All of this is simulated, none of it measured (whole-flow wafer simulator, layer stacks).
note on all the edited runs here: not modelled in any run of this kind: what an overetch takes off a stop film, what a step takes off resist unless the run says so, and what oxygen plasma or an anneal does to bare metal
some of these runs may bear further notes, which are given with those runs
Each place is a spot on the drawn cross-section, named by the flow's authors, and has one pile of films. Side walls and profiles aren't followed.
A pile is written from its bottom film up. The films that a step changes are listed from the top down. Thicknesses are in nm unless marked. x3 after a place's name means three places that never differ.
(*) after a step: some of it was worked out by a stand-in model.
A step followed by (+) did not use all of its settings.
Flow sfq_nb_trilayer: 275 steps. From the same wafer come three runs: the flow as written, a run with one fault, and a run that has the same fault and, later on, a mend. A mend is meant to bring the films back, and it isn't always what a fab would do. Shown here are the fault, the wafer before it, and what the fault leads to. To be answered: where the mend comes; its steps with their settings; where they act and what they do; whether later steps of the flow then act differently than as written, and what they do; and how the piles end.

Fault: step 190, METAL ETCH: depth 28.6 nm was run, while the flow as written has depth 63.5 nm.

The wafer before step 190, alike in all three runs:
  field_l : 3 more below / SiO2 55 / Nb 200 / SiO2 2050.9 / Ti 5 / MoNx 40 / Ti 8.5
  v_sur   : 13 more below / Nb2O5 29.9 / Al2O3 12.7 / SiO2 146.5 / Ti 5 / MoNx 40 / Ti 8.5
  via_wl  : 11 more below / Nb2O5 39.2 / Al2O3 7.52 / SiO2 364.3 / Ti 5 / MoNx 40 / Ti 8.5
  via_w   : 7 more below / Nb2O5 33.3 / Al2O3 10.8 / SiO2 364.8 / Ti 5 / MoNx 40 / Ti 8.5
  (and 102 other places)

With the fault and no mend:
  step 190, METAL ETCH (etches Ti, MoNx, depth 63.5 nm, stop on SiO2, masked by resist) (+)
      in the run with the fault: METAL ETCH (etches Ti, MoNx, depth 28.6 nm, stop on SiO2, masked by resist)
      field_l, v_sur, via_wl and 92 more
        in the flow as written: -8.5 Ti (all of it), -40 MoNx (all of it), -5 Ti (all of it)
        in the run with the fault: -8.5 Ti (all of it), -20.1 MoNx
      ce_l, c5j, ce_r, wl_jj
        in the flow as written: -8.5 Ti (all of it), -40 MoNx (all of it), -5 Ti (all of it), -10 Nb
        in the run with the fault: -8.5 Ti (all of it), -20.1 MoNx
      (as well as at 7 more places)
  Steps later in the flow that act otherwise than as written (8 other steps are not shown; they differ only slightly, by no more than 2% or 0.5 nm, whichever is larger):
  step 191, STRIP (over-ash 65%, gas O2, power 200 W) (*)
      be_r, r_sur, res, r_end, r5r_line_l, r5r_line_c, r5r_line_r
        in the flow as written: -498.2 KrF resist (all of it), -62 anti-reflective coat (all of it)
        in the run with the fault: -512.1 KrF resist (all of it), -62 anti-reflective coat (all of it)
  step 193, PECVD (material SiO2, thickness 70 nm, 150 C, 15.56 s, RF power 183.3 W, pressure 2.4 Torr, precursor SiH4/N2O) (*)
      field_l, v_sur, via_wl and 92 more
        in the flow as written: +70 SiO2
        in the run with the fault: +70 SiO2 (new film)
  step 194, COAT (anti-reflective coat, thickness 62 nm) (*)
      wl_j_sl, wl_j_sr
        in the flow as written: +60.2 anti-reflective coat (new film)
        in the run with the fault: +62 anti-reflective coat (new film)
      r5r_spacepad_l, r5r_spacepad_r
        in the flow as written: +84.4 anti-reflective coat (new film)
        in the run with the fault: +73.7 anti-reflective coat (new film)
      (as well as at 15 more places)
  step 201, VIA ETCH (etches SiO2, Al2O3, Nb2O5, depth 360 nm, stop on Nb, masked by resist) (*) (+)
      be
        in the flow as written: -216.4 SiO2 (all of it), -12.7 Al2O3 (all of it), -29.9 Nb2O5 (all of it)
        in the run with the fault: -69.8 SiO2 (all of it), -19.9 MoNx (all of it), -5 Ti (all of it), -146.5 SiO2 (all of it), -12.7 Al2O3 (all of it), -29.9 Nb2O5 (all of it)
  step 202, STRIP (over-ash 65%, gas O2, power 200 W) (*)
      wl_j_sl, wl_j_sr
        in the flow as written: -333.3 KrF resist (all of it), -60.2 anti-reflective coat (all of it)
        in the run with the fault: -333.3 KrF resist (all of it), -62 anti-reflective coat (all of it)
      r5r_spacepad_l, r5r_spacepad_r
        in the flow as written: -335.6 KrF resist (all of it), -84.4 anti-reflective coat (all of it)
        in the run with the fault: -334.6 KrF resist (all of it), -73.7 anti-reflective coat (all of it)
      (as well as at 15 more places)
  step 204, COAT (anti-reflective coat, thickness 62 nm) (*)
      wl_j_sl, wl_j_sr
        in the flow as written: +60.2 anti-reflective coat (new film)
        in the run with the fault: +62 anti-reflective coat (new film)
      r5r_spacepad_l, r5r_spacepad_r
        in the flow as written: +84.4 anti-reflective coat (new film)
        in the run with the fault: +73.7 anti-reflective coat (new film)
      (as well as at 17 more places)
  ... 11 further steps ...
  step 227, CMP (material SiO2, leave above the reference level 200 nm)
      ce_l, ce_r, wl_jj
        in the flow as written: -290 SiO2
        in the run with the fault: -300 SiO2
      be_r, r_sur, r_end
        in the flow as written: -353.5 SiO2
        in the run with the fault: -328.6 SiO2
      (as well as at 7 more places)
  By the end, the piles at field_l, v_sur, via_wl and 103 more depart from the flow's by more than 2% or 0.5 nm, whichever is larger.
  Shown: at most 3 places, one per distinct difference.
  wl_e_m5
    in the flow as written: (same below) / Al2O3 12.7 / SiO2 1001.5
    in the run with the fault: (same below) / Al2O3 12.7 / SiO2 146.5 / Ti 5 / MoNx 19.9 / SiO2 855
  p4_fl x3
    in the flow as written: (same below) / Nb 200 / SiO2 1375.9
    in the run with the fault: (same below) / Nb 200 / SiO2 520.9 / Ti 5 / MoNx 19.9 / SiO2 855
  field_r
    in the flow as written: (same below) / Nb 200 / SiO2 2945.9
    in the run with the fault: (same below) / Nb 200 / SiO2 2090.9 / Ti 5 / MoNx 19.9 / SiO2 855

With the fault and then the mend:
  After step 190 comes the mend.
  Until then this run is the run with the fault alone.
  step 190a, METAL ETCH (etches Ti, MoNx, depth 34.9 nm, stop on SiO2, masked by resist) (+) (a further turn of the flow's step 190, with different settings)
      field_l, v_sur, via_wl and 92 more
        -19.9 MoNx (all of it), -5 Ti (all of it)
      be_r, r_sur, res, r_end, r5r_line_l, r5r_line_c, r5r_line_r
        -14 KrF resist
      ce_l, c5j, ce_r, wl_jj
        -19.9 MoNx (all of it), -5 Ti (all of it), -10 Nb
  None of the later steps of the flow acts differently than as written at any place that is followed.
  By the end, the piles equal the flow's at every place that both follow.
